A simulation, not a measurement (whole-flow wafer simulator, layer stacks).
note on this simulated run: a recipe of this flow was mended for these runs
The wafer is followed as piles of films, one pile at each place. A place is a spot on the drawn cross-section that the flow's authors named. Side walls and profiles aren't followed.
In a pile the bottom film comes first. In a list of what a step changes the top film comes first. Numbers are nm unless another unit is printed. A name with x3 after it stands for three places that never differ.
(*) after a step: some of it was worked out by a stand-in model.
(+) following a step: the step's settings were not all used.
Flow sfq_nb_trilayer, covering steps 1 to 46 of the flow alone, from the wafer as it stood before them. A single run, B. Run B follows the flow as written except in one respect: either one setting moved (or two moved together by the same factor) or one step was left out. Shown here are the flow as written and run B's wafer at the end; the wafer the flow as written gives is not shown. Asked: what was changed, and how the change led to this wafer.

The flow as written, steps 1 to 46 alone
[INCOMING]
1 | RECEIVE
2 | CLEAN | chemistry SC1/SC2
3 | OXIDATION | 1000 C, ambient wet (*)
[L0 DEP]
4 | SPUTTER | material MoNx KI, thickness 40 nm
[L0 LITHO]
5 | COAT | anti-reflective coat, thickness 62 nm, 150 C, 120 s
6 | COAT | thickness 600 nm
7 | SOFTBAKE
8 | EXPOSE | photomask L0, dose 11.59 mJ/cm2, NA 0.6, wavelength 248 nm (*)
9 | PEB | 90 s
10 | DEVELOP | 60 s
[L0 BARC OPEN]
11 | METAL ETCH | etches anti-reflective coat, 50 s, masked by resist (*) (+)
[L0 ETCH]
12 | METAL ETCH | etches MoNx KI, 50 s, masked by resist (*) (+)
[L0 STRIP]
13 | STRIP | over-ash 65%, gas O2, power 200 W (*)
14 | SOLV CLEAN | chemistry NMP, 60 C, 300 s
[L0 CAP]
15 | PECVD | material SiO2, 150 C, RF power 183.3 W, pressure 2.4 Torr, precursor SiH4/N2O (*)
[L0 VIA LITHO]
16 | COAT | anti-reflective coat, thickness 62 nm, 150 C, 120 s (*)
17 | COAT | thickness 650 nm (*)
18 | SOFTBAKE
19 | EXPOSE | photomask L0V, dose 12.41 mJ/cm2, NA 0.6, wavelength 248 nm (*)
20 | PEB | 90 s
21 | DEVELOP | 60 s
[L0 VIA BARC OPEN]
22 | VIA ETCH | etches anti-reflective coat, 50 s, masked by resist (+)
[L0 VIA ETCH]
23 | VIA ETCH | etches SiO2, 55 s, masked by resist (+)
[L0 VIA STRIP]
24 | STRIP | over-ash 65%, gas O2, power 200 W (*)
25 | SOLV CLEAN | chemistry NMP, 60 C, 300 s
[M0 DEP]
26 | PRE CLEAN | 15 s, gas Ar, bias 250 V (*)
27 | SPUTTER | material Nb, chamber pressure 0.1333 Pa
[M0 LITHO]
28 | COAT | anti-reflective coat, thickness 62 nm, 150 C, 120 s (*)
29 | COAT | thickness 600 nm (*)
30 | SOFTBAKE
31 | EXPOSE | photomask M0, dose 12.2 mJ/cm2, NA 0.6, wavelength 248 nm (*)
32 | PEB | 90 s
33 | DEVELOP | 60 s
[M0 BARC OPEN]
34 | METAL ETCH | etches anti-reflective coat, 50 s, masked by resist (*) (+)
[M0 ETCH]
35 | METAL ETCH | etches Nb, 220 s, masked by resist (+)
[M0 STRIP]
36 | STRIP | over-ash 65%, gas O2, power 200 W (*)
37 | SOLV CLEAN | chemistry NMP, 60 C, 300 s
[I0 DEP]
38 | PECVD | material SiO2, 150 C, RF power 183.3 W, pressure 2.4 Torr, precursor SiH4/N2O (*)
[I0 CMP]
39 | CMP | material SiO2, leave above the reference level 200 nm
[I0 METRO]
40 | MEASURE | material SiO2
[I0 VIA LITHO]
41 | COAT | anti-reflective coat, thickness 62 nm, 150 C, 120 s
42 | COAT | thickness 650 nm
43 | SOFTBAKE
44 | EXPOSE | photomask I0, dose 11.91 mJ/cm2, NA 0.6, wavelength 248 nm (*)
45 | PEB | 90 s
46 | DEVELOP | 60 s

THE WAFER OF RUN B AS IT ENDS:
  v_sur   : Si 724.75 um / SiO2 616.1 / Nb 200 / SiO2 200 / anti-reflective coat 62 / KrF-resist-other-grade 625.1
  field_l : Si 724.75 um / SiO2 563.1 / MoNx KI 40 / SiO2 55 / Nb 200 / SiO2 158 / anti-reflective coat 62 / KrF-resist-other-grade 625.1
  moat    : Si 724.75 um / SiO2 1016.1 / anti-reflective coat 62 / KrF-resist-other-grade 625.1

Cause: step 3, OXIDATION: 1019 C was run, though the flow has 1000 C.

The path from the change to this, step by step:
  3 | OXIDATION | 1000 C, ambient wet (*)
      field_l, v_sur, via_wl and 103 more: +563.1 SiO2 (new film), -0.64 chemical SiO2 (all of it), -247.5 Si (it would be, as written: +500 SiO2 (new film), -0.64 chemical SiO2 (all of it), -219.7 Si)
